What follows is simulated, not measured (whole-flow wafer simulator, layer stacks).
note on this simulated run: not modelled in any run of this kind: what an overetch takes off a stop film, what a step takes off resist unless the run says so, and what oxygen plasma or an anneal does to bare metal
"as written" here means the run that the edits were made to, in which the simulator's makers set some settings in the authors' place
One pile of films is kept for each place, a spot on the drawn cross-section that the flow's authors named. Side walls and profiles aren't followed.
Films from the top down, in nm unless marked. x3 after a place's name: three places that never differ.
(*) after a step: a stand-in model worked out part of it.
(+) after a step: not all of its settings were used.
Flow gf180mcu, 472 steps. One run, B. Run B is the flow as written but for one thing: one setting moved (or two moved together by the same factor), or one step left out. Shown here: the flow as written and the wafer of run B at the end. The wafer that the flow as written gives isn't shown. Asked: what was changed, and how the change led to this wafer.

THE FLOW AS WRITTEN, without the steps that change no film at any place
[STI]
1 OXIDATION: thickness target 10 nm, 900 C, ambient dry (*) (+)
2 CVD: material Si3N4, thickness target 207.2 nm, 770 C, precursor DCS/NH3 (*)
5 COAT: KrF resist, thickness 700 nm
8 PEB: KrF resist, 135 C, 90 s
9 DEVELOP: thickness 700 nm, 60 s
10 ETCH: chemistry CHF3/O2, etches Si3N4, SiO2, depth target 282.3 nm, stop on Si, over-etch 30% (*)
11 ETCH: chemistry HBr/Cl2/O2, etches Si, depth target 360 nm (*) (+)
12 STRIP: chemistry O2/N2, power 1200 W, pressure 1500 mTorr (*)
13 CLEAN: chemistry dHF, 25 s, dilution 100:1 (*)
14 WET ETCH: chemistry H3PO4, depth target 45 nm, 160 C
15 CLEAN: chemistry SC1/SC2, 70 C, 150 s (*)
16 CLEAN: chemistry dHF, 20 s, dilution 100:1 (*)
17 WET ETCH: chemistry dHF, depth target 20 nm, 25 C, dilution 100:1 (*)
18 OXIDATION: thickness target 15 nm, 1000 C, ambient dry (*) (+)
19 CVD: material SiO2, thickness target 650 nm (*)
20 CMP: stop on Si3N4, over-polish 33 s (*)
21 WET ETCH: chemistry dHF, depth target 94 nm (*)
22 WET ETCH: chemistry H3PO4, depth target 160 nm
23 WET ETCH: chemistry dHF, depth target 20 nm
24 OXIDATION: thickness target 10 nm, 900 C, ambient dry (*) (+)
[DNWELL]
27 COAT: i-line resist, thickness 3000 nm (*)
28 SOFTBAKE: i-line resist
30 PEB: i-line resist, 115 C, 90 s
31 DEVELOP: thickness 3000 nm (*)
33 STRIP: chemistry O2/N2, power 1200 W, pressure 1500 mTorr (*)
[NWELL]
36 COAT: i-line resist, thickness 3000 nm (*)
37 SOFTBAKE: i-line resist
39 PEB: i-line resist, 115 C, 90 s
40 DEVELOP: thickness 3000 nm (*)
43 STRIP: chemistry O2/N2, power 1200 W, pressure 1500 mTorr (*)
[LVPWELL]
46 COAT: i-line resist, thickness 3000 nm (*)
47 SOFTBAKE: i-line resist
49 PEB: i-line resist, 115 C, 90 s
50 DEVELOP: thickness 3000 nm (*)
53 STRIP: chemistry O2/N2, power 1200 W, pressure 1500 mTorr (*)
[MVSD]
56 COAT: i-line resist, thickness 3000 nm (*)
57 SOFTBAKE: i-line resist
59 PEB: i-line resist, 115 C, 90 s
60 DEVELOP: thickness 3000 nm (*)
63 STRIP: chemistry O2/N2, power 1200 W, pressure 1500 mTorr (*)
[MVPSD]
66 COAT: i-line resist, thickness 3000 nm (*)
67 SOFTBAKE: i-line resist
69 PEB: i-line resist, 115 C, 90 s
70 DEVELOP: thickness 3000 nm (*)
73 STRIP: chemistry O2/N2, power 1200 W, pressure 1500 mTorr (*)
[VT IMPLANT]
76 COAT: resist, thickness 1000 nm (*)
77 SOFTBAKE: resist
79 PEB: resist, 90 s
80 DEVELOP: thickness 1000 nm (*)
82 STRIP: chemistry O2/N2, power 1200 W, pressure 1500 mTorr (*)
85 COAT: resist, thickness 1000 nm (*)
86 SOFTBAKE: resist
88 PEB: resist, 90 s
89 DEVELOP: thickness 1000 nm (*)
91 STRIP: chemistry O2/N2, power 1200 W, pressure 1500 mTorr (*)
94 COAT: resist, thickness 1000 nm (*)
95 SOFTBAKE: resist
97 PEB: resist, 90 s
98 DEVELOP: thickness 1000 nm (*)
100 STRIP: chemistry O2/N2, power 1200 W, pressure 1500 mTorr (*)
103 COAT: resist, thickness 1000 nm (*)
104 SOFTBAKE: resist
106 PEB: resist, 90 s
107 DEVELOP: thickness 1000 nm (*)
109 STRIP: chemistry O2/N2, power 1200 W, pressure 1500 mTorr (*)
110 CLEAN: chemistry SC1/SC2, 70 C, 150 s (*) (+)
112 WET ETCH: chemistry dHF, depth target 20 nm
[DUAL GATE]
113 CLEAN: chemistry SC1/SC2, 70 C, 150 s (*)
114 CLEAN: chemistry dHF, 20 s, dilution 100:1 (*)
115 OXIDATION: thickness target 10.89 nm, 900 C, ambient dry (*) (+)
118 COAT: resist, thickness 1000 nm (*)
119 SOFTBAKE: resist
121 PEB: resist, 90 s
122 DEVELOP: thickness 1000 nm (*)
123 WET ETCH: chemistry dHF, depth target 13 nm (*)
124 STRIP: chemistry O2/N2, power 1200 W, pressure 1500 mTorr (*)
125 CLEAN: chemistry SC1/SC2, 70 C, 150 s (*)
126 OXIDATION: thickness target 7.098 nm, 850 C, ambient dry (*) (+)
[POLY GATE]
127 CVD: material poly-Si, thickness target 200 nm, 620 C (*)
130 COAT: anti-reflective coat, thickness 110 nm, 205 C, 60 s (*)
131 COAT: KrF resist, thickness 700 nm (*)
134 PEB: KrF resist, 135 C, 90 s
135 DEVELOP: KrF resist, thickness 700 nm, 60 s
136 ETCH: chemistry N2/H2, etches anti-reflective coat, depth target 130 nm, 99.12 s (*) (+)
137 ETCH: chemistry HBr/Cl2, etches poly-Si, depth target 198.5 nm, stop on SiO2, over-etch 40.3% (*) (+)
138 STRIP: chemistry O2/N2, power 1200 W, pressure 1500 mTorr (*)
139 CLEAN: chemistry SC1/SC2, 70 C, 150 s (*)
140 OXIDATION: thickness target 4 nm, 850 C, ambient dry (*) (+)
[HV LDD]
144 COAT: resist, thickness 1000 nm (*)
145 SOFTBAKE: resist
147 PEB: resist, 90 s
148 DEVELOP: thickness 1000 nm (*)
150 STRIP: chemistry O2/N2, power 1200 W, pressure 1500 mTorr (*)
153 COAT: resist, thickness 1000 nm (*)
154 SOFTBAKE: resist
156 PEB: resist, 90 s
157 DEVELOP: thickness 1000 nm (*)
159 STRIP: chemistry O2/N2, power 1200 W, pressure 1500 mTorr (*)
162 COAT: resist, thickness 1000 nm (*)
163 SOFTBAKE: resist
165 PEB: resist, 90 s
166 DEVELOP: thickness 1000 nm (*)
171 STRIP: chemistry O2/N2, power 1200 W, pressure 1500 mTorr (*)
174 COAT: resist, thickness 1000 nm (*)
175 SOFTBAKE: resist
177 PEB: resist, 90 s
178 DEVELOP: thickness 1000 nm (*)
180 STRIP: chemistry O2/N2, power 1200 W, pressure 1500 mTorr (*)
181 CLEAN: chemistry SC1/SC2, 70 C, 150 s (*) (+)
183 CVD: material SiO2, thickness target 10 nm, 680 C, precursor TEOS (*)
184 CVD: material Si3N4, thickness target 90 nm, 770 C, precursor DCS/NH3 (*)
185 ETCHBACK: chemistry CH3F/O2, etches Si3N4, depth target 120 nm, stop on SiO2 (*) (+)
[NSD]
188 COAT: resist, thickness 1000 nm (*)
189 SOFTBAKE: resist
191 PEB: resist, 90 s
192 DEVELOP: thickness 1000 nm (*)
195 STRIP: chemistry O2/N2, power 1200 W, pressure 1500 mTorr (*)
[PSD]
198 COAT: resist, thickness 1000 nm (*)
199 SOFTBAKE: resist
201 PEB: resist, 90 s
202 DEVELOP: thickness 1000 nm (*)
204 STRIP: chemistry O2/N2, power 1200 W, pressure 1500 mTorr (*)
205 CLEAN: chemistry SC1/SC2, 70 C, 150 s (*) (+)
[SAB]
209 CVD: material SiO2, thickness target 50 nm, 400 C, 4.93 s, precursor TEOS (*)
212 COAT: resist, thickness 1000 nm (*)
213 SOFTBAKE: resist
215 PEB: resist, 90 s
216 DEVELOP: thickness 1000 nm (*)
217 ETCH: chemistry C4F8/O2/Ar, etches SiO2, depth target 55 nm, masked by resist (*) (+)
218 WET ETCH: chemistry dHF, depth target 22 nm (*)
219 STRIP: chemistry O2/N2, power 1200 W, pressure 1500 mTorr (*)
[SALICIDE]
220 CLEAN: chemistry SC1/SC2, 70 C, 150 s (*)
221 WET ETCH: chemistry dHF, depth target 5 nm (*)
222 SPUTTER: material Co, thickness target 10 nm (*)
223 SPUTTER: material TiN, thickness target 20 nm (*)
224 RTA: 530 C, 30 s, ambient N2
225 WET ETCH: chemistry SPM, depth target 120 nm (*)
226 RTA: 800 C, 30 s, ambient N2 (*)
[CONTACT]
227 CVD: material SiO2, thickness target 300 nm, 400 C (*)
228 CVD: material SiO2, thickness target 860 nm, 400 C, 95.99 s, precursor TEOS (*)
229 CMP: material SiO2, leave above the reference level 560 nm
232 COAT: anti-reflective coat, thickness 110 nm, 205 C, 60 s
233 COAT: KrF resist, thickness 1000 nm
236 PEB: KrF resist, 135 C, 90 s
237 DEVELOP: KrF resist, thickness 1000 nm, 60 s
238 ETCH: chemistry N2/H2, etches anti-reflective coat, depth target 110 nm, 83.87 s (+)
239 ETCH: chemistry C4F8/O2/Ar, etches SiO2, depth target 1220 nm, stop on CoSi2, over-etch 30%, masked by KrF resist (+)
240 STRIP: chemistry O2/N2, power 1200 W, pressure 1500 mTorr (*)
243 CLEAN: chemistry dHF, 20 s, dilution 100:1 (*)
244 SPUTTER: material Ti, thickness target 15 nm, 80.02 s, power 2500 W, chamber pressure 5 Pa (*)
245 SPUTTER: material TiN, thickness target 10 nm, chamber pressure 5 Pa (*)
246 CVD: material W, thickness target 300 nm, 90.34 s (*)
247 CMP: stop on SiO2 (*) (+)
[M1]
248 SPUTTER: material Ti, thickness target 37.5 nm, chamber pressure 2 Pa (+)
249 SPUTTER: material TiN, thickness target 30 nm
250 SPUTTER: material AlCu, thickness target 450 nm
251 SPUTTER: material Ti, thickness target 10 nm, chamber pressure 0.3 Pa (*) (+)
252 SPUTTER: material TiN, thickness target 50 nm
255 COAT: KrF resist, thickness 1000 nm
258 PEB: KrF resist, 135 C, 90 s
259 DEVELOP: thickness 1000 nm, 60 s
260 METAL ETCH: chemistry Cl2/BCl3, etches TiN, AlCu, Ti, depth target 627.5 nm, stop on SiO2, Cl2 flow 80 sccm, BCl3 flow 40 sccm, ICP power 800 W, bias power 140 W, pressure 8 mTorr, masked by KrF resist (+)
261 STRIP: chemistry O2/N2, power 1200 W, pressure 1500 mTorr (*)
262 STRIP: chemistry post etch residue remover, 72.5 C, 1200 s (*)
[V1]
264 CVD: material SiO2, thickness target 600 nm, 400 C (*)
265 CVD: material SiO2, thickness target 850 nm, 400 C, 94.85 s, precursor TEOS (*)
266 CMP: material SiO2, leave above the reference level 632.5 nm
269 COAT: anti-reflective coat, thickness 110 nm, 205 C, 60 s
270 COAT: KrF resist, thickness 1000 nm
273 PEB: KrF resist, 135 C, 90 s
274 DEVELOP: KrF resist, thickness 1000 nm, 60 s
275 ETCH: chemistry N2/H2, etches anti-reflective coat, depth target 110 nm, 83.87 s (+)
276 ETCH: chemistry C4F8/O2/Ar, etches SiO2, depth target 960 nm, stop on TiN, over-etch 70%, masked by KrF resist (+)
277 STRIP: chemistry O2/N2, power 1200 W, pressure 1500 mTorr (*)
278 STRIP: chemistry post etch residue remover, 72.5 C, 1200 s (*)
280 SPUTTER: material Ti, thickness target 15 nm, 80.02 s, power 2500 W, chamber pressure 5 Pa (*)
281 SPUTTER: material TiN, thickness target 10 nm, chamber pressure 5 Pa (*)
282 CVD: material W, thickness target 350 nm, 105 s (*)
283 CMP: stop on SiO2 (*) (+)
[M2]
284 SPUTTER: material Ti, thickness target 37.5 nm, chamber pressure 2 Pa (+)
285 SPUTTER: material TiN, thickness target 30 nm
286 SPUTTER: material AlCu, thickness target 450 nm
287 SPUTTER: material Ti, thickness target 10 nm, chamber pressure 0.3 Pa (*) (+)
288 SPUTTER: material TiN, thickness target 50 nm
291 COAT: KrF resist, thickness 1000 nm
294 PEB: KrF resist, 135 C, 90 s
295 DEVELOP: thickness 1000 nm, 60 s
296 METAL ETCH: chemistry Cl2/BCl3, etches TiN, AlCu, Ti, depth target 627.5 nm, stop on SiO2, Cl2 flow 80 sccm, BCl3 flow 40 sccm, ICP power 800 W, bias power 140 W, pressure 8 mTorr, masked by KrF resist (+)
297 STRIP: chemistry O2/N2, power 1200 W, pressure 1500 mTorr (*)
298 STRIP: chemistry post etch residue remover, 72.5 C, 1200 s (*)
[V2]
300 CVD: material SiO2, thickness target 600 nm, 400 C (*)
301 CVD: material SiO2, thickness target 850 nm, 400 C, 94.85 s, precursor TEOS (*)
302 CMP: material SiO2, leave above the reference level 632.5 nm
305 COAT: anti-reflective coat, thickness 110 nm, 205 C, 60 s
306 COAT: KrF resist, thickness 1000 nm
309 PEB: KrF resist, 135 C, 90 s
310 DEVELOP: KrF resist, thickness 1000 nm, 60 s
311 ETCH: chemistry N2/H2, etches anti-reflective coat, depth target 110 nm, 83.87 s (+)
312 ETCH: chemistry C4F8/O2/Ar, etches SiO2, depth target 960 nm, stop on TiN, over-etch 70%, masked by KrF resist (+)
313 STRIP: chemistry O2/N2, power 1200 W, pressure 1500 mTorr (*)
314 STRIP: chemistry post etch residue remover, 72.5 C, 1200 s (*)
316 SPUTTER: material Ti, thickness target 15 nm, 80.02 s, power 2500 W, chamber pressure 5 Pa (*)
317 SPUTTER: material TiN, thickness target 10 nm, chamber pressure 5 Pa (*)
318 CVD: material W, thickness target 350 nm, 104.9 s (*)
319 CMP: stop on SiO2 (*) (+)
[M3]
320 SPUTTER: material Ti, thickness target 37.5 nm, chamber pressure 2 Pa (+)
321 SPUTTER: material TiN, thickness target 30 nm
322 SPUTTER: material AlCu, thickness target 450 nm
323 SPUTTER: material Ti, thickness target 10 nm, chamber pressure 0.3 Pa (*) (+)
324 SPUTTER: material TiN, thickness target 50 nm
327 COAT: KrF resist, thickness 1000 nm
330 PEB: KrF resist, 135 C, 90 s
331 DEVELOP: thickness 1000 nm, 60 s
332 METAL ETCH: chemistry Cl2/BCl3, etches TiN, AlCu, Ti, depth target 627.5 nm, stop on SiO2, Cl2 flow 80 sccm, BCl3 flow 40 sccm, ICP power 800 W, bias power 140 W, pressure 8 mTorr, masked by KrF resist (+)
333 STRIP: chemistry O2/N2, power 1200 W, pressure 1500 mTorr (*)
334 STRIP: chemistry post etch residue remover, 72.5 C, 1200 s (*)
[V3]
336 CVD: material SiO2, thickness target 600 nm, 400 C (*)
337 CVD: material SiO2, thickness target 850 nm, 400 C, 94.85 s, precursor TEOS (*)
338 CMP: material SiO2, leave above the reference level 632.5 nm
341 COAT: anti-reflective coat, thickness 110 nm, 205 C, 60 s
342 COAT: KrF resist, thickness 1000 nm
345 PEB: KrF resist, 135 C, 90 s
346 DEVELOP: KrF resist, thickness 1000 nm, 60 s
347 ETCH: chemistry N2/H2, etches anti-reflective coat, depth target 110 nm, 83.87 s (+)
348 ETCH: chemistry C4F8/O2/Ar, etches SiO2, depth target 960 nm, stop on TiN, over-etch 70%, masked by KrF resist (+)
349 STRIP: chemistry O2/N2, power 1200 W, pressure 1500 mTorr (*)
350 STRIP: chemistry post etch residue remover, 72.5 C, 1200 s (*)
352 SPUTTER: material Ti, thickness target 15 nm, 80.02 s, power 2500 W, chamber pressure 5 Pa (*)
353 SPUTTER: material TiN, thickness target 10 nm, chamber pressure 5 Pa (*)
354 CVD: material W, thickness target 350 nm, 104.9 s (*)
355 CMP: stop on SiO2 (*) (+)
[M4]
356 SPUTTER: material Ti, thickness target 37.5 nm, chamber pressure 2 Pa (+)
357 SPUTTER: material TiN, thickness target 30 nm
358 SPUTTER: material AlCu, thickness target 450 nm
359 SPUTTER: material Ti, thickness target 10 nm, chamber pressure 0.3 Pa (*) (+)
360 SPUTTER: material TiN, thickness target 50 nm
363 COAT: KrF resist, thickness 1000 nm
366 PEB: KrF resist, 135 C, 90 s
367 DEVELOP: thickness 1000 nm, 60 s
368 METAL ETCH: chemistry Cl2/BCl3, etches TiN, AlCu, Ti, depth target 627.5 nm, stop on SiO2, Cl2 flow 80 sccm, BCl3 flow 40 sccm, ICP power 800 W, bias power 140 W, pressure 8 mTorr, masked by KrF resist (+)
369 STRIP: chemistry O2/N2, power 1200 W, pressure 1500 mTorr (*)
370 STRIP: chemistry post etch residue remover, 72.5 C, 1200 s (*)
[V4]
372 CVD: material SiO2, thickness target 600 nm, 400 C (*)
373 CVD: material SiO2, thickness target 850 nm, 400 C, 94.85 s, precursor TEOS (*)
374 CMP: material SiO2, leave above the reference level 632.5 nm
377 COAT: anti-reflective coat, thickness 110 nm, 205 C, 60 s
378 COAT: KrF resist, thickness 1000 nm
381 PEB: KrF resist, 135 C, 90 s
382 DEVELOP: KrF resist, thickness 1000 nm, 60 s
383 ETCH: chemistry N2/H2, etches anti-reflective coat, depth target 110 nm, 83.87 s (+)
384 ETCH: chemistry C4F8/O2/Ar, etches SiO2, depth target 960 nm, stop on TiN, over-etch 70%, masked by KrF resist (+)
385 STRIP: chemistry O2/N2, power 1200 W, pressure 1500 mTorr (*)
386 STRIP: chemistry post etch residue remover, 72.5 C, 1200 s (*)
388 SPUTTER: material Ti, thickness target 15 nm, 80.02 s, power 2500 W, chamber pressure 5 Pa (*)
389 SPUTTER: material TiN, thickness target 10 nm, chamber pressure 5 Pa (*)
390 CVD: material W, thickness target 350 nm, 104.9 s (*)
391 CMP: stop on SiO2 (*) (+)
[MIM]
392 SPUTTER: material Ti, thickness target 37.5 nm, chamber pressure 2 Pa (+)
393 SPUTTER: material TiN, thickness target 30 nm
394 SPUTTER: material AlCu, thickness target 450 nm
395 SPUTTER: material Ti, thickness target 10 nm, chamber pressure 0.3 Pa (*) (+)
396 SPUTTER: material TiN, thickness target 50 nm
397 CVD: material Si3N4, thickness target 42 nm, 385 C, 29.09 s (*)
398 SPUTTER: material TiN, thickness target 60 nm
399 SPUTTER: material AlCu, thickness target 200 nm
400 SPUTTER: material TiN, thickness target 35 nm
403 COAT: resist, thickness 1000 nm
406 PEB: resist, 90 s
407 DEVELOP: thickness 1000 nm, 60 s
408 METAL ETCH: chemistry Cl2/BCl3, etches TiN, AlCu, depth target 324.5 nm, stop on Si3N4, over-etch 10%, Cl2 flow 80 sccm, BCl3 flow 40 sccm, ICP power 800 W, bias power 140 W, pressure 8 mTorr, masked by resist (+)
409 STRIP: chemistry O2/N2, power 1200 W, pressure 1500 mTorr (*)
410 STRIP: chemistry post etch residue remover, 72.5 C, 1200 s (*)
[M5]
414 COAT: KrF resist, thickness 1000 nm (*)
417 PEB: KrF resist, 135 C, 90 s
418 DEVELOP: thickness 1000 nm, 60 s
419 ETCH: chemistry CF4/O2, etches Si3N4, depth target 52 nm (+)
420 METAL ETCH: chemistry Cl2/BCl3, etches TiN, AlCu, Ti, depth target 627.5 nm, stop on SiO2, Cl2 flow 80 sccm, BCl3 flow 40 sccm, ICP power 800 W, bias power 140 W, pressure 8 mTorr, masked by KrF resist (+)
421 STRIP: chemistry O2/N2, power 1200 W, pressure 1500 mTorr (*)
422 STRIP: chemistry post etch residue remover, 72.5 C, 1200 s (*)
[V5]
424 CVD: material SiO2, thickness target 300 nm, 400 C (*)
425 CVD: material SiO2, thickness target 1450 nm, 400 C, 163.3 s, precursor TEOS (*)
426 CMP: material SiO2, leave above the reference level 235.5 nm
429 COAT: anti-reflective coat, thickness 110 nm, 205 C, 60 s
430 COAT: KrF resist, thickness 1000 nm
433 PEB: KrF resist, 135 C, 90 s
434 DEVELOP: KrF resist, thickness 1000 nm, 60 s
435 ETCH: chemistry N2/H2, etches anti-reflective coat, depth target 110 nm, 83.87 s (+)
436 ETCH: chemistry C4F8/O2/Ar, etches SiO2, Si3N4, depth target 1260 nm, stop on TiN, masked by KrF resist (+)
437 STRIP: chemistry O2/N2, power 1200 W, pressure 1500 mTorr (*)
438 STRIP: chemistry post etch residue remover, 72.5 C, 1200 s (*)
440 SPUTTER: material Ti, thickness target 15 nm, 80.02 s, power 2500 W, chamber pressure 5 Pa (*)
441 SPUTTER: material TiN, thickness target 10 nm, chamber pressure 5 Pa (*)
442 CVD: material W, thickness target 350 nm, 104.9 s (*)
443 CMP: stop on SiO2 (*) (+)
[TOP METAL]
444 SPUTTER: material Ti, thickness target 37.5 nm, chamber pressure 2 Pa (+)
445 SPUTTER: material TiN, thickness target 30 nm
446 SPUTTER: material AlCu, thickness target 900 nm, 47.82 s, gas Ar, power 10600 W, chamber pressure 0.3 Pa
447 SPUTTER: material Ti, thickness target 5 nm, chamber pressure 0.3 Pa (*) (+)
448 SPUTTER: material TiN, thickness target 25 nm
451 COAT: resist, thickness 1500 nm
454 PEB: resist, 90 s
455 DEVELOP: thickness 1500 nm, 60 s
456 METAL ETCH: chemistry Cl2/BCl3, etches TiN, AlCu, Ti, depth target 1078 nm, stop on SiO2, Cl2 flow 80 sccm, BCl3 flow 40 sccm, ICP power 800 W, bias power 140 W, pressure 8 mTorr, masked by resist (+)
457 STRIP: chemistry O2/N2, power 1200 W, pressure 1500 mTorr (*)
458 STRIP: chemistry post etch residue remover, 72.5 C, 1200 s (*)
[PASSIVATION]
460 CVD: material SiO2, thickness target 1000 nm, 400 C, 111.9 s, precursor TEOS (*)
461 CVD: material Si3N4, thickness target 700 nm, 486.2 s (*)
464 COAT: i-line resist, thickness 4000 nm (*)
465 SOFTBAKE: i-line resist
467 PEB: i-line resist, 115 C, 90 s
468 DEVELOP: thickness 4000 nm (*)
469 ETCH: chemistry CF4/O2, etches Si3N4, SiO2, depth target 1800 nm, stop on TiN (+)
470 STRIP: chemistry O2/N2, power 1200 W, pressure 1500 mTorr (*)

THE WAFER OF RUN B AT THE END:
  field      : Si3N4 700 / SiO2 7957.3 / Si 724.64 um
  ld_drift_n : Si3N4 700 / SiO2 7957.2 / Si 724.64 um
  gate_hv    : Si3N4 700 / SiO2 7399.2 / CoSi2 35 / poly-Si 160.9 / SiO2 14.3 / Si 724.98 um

The cause: step 286, SPUTTER: thickness target 180 nm was run, where the flow has thickness target 450 nm.

How the change led to this, step by step:
  286 SPUTTER: material AlCu, thickness target 450 nm
      field, field__w1, field__w2 and 108 more: AlCu +180 (new film) (as written it would be: AlCu +450 (new film))
  296 METAL ETCH: chemistry Cl2/BCl3, etches TiN, AlCu, Ti, depth target 627.5 nm, stop on SiO2, Cl2 flow 80 sccm, BCl3 flow 40 sccm, ICP power 800 W, bias power 140 W, pressure 8 mTorr, masked by KrF resist (+)
      field, field__w1, field__w2 and 103 more: TiN -50 (all of it), Ti -10 (all of it), AlCu -180 (all of it), TiN -30 (all of it), Ti -37.5 (all of it) (as written it would be: TiN -50 (all of it), Ti -10 (all of it), AlCu -450 (all of it), TiN -30 (all of it), Ti -37.5 (all of it))
      field__w8, contact, m1, m1__w1, m1_nw: KrF resist -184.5 (as written it would be: KrF resist -251)
  297 STRIP: chemistry O2/N2, power 1200 W, pressure 1500 mTorr (*)
      field__w8, contact, m1, m1__w1, m1_nw: KrF resist -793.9 (all of it) (as written it would be: KrF resist -727.4 (all of it))
  302 CMP: material SiO2, leave above the reference level 632.5 nm
      field, field__w1, field__w2 and 103 more: SiO2 -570 (as written it would be: SiO2 -300)
